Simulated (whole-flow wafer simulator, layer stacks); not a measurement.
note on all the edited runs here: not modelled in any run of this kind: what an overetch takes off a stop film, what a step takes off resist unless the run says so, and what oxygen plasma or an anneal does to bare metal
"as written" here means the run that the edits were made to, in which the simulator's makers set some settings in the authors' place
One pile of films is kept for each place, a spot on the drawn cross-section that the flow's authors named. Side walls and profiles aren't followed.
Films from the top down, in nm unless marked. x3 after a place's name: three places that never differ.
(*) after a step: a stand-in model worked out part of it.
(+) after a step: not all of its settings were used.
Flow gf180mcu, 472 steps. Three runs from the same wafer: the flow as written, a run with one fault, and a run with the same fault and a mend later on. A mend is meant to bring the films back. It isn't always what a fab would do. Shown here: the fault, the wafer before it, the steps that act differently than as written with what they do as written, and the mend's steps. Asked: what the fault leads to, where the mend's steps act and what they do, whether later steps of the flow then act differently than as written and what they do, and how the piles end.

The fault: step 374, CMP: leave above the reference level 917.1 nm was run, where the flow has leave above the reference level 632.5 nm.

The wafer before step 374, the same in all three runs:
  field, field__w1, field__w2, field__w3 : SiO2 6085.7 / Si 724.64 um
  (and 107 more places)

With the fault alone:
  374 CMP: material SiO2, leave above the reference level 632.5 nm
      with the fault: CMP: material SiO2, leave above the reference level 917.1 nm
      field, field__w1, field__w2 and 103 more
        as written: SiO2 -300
        with the fault: SiO2 -15.4
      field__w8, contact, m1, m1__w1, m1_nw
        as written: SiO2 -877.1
        with the fault: SiO2 -592.5
  Later steps of the flow that act differently than as written:
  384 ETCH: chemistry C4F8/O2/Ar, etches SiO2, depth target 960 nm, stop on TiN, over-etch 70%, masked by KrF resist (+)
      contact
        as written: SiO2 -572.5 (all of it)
        with the fault: SiO2 -857.1 (all of it)
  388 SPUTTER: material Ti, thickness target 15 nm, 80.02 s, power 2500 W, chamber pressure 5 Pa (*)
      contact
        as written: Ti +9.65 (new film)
        with the fault: Ti +8.19 (new film)
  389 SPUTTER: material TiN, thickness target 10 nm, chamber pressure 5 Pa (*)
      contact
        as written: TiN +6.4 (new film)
        with the fault: TiN +5.42 (new film)
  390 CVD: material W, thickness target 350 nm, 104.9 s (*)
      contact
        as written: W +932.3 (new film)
        with the fault: W +1219.3 (new film)
  At the end the piles differ from the flow's by more than 2% or 0.5 nm, whichever is larger, at field, field__w1, field__w2 and 109 more.
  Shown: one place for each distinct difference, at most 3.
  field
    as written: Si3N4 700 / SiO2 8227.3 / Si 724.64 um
    with the fault: Si3N4 700 / SiO2 8511.9 / Si 724.64 um
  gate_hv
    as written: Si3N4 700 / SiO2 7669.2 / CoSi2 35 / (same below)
    with the fault: Si3N4 700 / SiO2 7953.8 / CoSi2 35 / (same below)
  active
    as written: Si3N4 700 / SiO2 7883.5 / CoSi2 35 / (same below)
    with the fault: Si3N4 700 / SiO2 8168.1 / CoSi2 35 / (same below)

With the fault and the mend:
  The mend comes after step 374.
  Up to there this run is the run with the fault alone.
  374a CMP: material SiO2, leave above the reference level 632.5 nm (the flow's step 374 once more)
      field, field__w1, field__w2 and 108 more
        SiO2 -284.6
  No later step of the flow acts differently than as written at any place that is followed.
  At the end the piles are the same as the flow's at every place that both follow.
